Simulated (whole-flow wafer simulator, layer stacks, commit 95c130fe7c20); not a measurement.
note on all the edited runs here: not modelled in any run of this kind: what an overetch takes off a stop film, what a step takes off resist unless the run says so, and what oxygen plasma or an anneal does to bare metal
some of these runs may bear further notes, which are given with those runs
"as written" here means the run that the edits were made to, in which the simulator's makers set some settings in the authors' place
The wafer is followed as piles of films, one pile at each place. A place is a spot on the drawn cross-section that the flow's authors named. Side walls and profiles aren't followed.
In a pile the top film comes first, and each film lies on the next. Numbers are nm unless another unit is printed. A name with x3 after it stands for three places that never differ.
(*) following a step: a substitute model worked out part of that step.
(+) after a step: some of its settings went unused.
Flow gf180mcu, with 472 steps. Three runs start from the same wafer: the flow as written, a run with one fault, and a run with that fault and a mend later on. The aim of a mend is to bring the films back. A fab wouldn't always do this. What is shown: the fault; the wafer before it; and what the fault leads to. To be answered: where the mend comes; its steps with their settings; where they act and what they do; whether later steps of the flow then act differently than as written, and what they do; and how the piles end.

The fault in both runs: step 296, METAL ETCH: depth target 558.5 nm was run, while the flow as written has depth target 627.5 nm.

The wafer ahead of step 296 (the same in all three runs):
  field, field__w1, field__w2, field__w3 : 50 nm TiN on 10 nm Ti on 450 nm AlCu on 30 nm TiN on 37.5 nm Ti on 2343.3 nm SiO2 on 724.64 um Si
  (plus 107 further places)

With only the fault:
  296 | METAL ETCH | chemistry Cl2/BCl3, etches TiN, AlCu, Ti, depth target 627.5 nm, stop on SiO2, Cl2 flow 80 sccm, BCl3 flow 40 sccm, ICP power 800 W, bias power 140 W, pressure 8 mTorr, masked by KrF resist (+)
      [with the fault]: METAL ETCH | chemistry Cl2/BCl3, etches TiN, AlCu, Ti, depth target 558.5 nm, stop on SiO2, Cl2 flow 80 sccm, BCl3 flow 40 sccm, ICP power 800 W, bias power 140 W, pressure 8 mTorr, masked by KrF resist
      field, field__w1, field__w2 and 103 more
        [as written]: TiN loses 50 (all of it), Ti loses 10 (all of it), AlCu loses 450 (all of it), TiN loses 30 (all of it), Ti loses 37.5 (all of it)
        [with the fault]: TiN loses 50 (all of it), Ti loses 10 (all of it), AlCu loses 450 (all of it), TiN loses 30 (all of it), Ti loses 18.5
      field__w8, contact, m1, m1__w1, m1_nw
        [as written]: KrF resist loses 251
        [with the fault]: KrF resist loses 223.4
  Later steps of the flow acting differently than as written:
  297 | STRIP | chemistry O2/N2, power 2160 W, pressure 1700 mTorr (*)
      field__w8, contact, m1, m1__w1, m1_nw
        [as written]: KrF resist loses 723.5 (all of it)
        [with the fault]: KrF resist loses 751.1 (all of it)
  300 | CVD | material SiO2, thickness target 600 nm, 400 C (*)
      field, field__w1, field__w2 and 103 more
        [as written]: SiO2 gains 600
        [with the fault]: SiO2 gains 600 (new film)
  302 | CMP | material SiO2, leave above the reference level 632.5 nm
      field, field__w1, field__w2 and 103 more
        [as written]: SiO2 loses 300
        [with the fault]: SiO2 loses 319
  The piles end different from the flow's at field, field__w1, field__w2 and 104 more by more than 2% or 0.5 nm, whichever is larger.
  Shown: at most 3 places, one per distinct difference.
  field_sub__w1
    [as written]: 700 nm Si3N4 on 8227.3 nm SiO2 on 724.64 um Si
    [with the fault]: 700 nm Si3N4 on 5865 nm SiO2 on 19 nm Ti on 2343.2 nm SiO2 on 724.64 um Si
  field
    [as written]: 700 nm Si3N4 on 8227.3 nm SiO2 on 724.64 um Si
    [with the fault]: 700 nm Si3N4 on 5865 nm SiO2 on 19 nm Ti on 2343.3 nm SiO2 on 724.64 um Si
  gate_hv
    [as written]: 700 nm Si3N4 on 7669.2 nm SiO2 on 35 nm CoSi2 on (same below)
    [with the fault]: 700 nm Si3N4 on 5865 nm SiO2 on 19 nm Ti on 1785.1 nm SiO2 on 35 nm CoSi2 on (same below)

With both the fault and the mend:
  After step 298 comes the mend.
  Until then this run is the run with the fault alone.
  298a | DEHYDRATE | 200 C, 60 s (the flow's step 289 again)
      does not change any film at any place that is followed
  298b | HMDS | 120 C, 60 s (the flow's step 290 again)
      does not change any film at any place that is followed
  298c | COAT | KrF resist, thickness 1000 nm (*) (the flow's step 291 again)
      iso_ptap_pw, iso_ntap_nw, iso_nw_fld and 33 more
        KrF resist gains 1000 (new film)
      field__w2, field__w3, field__w7 and 14 more
        KrF resist gains 1003.6 (new film)
      ld_acc_p, ld_fp_p, ld_drift_p, ld_drn_p, ld_body_p_dnw, nw_enc_fld, nw_enc_fld__w1
        KrF resist gains 1003.2 (new film)
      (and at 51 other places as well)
  298d | SOFTBAKE | KrF resist (the flow's step 292 again)
      does not change any film at any place that is followed
  298e | EXPOSE | photomask Metal2 (the flow's step 293 again)
      does not change any film at any place that is followed
  298f | PEB | KrF resist, 135 C, 90 s (the flow's step 294 again)
      field__w1, field__w2, field__w3 and 55 more
        KrF resist loses 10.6
      iso_ptap_pw, iso_ntap_nw, iso_nw_fld and 33 more
        KrF resist loses 10.5
      gate_hv, sd_p, nw_enc_fld_lv__w3, polyc_n, polyc_n_rim
        KrF resist loses 10.7
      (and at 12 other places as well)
  298g | DEVELOP | thickness 1000 nm, 60 s (the flow's step 295 again)
      iso_ptap_pw, iso_ntap_nw, iso_nw_fld and 33 more
        KrF resist loses 989.5 (all of it)
      field__w2, field__w3, field__w7 and 16 more
        KrF resist loses 993 (all of it)
      field_sub, field_sub__w1, field_sub__w2, field_sub__w3, field_sub__w4, field_sub__w5, ld_sd_p
        KrF resist loses 992.5 (all of it)
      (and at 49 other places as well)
  298h | METAL ETCH | chemistry Cl2/BCl3, etches TiN, AlCu, Ti, depth target 69 nm, stop on SiO2, Cl2 flow 80 sccm, BCl3 flow 40 sccm, ICP power 800 W, bias power 140 W, pressure 8 mTorr, masked by KrF resist (+) (the flow's step 296 again, with other settings)
      field, field__w1, field__w2 and 103 more
        Ti loses 19 (all of it)
      field__w8, contact, m1, m1__w1, m1_nw
        KrF resist loses 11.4
  298i | STRIP | chemistry O2/N2, power 2160 W, pressure 1700 mTorr (*) (the flow's step 297 again)
      field__w8
        KrF resist loses 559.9 (all of it)
      contact
        KrF resist loses 557.8 (all of it)
      m1
        KrF resist loses 561.4 (all of it)
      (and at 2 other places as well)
  298j | STRIP | chemistry post etch residue remover, 72.5 C, 1200 s (*) (the flow's step 298 again)
      field__w8, contact, m1, m1__w1, m1_nw
        TiN loses 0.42
  Later steps of the flow that are run all act as written at every place that is followed, up to a difference of at most 2% or 0.5 nm, whichever is larger.
  When the end is reached, the piles differ only a little from the flow's at the places that both follow, at most by 2% or 0.5 nm, whichever is larger.
